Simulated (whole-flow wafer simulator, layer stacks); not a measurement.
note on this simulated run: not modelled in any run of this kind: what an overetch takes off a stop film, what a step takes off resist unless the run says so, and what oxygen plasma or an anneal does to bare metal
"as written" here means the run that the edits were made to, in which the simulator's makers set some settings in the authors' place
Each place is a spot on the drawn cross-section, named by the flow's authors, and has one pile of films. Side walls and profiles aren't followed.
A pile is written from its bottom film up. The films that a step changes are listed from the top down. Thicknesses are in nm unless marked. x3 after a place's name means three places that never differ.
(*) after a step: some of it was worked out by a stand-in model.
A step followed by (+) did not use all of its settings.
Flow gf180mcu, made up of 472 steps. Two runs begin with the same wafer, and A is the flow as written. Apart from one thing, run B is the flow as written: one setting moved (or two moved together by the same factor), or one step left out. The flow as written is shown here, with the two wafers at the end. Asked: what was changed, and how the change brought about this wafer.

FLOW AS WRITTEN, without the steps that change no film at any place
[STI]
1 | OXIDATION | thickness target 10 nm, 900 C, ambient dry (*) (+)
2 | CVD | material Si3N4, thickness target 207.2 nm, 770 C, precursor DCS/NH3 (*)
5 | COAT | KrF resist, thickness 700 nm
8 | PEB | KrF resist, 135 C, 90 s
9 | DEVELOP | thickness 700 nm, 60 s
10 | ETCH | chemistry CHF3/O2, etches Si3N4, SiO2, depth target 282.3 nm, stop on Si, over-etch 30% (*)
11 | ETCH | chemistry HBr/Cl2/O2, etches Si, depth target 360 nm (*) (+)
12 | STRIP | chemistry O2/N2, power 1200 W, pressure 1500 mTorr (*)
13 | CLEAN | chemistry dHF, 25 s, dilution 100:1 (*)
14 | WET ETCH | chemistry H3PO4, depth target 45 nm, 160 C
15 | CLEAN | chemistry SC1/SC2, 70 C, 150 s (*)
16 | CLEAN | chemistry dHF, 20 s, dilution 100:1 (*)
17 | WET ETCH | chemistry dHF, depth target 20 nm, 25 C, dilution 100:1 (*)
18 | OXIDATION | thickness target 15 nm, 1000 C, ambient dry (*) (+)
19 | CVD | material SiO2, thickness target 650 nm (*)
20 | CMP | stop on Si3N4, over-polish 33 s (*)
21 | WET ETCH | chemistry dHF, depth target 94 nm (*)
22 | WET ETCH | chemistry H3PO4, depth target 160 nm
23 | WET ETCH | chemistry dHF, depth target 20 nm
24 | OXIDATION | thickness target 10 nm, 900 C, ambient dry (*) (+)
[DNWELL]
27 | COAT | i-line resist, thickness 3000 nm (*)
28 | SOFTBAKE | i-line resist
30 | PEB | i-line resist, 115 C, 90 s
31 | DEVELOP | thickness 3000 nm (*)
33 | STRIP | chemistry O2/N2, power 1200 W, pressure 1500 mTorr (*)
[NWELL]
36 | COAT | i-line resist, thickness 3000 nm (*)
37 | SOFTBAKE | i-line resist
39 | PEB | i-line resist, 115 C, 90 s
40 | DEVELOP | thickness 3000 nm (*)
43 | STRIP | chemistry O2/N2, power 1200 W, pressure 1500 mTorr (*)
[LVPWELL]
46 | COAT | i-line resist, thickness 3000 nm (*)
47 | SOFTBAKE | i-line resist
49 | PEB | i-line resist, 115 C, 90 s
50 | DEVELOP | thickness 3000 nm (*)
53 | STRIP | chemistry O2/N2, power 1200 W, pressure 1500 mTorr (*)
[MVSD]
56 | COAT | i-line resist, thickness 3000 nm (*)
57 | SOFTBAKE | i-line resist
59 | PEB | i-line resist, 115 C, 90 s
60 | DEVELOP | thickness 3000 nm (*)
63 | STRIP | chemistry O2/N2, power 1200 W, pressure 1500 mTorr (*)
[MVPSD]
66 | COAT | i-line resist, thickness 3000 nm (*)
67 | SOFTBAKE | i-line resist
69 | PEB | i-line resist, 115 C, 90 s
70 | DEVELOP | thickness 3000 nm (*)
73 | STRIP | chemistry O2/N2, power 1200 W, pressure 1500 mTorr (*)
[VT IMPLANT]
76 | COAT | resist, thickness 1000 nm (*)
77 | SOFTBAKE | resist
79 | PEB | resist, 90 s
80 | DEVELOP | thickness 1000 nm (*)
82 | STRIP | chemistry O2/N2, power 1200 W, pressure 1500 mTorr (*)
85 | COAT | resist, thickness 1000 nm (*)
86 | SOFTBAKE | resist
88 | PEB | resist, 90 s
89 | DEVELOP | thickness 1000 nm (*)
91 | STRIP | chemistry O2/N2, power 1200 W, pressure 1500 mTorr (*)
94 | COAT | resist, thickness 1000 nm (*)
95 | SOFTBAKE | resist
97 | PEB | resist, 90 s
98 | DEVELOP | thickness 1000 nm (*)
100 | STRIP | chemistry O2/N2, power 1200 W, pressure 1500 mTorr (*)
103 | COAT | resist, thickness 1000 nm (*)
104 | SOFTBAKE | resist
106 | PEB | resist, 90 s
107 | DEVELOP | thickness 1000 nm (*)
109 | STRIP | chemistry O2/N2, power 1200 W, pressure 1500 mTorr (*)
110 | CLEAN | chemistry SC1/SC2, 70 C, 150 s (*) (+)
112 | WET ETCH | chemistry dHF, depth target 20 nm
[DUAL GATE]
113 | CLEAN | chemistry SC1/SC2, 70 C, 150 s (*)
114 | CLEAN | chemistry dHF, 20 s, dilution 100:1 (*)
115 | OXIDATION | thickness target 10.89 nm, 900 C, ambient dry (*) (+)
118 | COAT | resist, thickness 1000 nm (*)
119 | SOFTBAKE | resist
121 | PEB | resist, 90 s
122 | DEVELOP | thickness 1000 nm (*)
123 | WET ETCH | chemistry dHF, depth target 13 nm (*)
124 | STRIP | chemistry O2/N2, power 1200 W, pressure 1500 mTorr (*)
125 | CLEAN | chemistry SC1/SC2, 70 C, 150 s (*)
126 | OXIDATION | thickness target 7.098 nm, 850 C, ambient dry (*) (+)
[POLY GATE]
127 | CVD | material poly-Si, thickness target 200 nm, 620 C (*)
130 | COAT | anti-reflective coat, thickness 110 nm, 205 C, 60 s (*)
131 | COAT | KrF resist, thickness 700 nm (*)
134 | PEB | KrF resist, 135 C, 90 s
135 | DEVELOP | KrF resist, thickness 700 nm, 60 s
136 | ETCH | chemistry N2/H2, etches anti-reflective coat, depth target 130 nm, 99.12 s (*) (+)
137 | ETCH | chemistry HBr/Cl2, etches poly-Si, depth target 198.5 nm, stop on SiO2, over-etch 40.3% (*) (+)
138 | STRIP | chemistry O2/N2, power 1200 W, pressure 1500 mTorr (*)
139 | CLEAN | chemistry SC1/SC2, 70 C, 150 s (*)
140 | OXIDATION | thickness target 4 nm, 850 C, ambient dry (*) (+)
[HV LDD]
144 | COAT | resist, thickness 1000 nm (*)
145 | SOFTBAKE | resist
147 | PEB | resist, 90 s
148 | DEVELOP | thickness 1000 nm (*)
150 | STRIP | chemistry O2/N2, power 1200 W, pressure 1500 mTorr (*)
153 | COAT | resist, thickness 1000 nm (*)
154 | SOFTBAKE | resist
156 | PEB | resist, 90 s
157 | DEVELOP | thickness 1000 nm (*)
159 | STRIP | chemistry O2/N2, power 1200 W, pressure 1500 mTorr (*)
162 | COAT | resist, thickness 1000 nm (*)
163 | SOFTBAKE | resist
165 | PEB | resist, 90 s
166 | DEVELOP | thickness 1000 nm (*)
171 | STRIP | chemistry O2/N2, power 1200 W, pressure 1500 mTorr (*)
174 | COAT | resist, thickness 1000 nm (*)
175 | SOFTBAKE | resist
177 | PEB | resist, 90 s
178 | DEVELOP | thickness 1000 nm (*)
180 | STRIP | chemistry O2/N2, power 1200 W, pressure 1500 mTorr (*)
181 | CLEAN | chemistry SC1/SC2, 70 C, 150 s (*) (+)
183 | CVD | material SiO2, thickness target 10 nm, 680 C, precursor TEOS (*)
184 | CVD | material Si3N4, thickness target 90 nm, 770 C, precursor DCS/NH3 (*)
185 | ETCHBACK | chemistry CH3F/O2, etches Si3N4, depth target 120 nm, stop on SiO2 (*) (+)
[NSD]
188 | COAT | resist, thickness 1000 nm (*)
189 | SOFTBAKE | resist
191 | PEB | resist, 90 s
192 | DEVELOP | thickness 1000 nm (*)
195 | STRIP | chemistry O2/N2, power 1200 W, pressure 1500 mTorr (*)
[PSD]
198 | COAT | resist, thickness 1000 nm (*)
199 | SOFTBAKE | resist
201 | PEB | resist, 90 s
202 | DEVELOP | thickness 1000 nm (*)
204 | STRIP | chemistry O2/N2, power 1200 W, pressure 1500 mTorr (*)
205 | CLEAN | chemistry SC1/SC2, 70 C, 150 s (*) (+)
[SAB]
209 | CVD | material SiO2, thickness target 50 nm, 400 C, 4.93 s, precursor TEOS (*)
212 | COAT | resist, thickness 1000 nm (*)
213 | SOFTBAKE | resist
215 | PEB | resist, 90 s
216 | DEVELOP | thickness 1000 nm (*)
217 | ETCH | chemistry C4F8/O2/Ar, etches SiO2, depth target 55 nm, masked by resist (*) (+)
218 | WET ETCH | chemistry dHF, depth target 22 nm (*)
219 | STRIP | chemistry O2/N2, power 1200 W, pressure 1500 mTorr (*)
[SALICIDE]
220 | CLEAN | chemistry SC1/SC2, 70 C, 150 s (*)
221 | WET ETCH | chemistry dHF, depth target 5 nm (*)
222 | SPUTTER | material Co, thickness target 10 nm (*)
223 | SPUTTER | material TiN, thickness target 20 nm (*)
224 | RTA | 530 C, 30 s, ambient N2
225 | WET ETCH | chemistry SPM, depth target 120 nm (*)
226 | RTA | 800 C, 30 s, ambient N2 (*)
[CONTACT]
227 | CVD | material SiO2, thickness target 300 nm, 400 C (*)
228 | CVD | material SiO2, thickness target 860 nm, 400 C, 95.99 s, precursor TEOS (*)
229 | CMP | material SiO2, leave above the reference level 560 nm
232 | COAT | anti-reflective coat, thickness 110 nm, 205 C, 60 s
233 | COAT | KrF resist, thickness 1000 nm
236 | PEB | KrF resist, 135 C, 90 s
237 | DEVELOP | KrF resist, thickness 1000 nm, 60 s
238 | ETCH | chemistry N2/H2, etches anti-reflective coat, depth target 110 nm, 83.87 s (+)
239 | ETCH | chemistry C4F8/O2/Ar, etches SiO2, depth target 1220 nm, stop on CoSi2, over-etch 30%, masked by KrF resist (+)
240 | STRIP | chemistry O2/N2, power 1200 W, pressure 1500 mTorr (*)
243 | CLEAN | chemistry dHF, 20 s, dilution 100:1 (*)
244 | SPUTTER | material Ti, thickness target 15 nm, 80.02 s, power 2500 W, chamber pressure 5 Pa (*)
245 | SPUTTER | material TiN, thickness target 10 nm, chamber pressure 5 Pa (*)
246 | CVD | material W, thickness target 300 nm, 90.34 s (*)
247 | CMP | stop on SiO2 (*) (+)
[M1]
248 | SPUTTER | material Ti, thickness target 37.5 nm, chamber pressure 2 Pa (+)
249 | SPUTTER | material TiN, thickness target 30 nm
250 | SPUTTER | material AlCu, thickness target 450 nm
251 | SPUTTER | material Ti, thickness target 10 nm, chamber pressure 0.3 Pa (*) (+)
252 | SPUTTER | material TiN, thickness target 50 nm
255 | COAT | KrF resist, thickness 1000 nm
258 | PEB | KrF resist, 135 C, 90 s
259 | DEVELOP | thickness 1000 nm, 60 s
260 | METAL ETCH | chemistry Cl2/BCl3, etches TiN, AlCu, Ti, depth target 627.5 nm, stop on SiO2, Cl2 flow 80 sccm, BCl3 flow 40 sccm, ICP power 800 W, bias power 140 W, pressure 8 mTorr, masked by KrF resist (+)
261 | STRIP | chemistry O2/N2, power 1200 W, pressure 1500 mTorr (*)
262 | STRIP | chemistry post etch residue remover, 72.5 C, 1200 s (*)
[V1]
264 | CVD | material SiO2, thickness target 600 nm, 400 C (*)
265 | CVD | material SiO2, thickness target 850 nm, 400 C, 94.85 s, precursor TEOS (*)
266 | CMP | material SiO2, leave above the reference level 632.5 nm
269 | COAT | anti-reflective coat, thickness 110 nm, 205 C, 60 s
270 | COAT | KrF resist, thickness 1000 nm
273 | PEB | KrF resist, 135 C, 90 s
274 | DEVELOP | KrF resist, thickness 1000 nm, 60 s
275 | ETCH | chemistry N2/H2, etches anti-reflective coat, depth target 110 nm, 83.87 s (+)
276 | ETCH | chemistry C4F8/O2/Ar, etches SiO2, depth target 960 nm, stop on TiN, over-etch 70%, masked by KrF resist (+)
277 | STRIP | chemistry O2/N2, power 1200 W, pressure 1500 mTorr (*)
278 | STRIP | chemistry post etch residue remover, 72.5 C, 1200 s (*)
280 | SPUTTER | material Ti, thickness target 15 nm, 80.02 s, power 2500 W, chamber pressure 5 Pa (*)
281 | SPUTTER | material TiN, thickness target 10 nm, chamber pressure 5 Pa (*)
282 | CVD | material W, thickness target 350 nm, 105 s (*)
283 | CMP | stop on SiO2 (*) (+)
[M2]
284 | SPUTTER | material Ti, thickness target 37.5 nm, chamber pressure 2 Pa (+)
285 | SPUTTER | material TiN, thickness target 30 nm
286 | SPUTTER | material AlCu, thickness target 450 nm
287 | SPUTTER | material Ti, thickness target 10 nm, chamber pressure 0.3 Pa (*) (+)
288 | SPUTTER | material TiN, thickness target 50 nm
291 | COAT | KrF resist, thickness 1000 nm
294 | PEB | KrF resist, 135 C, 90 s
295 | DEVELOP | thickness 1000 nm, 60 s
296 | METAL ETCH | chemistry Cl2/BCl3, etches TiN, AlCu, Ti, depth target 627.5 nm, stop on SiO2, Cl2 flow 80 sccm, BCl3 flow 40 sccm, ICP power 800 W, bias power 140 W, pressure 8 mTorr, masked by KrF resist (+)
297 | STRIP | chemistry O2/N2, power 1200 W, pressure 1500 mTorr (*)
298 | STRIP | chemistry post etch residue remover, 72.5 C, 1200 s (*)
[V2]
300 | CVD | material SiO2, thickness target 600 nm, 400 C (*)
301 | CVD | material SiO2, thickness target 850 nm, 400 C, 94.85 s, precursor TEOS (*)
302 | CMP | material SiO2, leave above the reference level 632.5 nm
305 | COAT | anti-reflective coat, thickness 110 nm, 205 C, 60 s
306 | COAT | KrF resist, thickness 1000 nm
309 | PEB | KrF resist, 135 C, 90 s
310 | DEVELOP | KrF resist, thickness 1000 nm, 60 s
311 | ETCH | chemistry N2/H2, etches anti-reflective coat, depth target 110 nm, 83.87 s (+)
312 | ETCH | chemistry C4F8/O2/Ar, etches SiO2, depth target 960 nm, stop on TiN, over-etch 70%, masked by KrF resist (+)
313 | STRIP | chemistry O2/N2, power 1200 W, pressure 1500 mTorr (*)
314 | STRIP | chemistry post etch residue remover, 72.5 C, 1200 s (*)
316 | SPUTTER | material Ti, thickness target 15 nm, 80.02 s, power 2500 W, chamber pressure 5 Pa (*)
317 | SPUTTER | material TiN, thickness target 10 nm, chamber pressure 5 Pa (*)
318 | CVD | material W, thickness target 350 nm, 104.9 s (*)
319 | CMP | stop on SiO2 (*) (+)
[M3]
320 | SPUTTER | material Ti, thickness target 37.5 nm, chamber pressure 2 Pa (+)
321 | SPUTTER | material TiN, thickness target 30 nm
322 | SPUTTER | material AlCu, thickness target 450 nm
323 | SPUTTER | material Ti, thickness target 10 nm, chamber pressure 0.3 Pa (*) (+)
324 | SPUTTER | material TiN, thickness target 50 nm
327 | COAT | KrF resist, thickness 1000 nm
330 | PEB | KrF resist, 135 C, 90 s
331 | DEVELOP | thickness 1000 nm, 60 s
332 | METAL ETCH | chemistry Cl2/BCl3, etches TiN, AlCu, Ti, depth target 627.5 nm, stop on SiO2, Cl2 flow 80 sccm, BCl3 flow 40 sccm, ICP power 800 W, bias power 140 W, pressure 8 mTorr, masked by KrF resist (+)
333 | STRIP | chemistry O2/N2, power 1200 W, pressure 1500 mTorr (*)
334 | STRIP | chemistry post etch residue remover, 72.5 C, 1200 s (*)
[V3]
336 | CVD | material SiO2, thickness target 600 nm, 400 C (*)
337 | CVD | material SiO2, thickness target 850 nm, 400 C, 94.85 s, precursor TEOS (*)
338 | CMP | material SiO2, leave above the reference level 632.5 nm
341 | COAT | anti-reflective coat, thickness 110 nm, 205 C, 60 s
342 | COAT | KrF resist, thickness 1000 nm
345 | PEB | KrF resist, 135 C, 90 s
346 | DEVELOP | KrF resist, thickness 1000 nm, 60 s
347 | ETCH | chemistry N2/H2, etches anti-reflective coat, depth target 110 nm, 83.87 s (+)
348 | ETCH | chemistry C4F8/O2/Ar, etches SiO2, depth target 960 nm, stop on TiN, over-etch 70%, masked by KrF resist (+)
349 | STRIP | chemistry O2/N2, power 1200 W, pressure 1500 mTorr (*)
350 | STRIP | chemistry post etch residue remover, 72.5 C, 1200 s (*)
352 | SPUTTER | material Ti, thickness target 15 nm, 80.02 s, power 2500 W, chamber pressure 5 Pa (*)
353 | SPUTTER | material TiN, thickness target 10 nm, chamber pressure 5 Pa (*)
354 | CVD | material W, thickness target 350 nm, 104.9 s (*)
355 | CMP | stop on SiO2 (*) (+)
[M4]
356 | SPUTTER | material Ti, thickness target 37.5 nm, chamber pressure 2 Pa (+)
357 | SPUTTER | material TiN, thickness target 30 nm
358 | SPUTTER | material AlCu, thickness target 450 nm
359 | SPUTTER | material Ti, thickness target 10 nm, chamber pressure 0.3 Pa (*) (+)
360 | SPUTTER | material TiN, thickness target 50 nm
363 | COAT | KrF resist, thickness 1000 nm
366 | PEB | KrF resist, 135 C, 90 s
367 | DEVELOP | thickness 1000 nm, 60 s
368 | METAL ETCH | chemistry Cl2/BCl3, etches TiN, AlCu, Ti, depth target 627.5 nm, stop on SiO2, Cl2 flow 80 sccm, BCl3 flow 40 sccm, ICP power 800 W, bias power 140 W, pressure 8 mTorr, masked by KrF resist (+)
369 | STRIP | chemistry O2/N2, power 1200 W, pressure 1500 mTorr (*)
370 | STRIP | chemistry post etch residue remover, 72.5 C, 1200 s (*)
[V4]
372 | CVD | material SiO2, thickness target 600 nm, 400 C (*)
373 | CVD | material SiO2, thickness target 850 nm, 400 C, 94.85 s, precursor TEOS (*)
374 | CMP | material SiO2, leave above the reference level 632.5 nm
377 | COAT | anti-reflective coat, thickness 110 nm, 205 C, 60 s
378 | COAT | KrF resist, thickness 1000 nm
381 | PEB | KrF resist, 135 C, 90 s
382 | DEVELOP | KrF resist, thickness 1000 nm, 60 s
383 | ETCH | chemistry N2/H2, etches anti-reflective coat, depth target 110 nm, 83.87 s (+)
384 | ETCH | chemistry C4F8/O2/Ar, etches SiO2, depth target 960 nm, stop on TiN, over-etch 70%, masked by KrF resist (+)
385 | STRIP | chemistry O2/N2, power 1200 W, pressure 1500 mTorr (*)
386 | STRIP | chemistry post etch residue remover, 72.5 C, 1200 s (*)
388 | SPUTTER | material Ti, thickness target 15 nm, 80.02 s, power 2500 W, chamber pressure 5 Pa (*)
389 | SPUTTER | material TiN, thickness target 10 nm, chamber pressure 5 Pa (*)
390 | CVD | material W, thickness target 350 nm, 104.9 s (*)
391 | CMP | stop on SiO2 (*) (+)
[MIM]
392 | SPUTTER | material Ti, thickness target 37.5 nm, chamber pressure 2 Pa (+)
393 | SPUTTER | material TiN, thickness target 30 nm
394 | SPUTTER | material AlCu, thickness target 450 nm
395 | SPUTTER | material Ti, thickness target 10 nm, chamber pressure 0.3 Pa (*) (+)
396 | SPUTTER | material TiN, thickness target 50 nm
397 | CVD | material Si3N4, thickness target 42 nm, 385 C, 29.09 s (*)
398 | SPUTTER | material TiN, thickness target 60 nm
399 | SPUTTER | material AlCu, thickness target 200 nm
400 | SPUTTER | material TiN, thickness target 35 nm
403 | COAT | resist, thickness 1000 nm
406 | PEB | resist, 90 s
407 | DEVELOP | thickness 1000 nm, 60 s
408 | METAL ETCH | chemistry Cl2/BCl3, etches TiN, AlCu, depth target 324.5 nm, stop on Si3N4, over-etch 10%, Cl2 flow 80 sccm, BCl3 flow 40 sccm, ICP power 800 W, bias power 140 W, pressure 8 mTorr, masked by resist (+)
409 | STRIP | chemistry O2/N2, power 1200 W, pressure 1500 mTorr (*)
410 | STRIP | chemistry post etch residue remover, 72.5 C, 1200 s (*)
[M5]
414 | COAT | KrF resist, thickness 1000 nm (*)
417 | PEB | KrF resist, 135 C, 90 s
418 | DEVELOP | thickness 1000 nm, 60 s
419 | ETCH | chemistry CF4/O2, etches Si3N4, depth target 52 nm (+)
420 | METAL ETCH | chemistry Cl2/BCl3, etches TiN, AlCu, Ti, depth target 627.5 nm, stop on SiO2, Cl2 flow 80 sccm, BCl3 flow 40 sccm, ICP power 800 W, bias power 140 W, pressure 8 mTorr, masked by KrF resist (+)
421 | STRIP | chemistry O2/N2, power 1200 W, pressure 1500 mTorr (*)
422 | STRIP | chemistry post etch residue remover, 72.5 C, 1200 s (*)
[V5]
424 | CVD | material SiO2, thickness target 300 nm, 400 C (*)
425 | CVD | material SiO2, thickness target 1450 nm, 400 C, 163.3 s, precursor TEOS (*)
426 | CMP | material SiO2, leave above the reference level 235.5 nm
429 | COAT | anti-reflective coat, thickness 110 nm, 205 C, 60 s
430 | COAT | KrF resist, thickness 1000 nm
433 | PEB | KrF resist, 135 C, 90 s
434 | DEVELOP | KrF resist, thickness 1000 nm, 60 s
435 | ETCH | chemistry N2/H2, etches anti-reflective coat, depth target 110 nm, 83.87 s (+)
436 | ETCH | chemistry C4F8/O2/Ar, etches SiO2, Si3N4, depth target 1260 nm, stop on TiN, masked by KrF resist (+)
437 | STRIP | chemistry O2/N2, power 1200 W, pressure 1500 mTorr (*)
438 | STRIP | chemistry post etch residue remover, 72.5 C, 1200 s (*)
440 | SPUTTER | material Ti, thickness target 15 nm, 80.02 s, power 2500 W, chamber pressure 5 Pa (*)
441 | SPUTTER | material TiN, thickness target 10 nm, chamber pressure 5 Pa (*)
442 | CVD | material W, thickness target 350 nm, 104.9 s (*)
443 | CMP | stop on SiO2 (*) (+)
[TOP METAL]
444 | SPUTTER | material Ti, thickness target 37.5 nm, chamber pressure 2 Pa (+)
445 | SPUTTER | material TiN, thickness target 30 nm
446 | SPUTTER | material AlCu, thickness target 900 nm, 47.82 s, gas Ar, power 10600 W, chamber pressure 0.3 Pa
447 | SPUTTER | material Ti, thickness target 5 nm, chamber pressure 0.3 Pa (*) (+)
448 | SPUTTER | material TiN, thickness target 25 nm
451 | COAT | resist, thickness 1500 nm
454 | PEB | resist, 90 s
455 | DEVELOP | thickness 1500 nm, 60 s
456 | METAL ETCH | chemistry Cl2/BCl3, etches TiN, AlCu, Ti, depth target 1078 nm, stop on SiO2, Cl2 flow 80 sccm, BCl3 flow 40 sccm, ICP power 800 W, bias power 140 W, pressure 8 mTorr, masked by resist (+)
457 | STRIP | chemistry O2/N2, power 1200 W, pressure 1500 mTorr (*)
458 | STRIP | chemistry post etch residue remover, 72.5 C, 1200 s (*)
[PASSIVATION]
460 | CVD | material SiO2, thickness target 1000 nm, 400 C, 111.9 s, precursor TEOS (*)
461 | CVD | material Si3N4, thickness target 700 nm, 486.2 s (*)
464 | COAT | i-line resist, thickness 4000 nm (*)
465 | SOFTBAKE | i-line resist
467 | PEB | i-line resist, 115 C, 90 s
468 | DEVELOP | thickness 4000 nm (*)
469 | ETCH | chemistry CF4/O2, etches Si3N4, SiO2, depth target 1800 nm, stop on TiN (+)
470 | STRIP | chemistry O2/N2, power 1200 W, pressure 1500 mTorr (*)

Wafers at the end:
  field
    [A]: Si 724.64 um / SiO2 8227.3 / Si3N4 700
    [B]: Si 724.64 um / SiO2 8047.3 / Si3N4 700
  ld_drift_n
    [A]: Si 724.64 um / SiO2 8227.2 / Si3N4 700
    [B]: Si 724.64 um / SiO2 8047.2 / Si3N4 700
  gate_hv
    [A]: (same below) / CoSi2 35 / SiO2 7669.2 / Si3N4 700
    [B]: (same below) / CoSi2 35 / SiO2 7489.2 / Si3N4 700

The reason: step 286, SPUTTER: thickness target 270 nm was run, though the flow has thickness target 450 nm.

Step by step, how the change led to this:
  286 | SPUTTER | material AlCu, thickness target 450 nm
      field, field__w1, field__w2 and 108 more: A +450 AlCu (new film) | B +270 AlCu (new film)
  296 | METAL ETCH | chemistry Cl2/BCl3, etches TiN, AlCu, Ti, depth target 627.5 nm, stop on SiO2, Cl2 flow 80 sccm, BCl3 flow 40 sccm, ICP power 800 W, bias power 140 W, pressure 8 mTorr, masked by KrF resist (+)
      field, field__w1, field__w2 and 103 more: A -50 TiN (all of it), -10 Ti (all of it), -450 AlCu (all of it), -30 TiN (all of it), -37.5 Ti (all of it) | B -50 TiN (all of it), -10 Ti (all of it), -270 AlCu (all of it), -30 TiN (all of it), -37.5 Ti (all of it)
      field__w8, contact, m1, m1__w1, m1_nw: A -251 KrF resist | B -238.5 KrF resist
  302 | CMP | material SiO2, leave above the reference level 632.5 nm
      field, field__w1, field__w2 and 103 more: A -300 SiO2 | B -480 SiO2
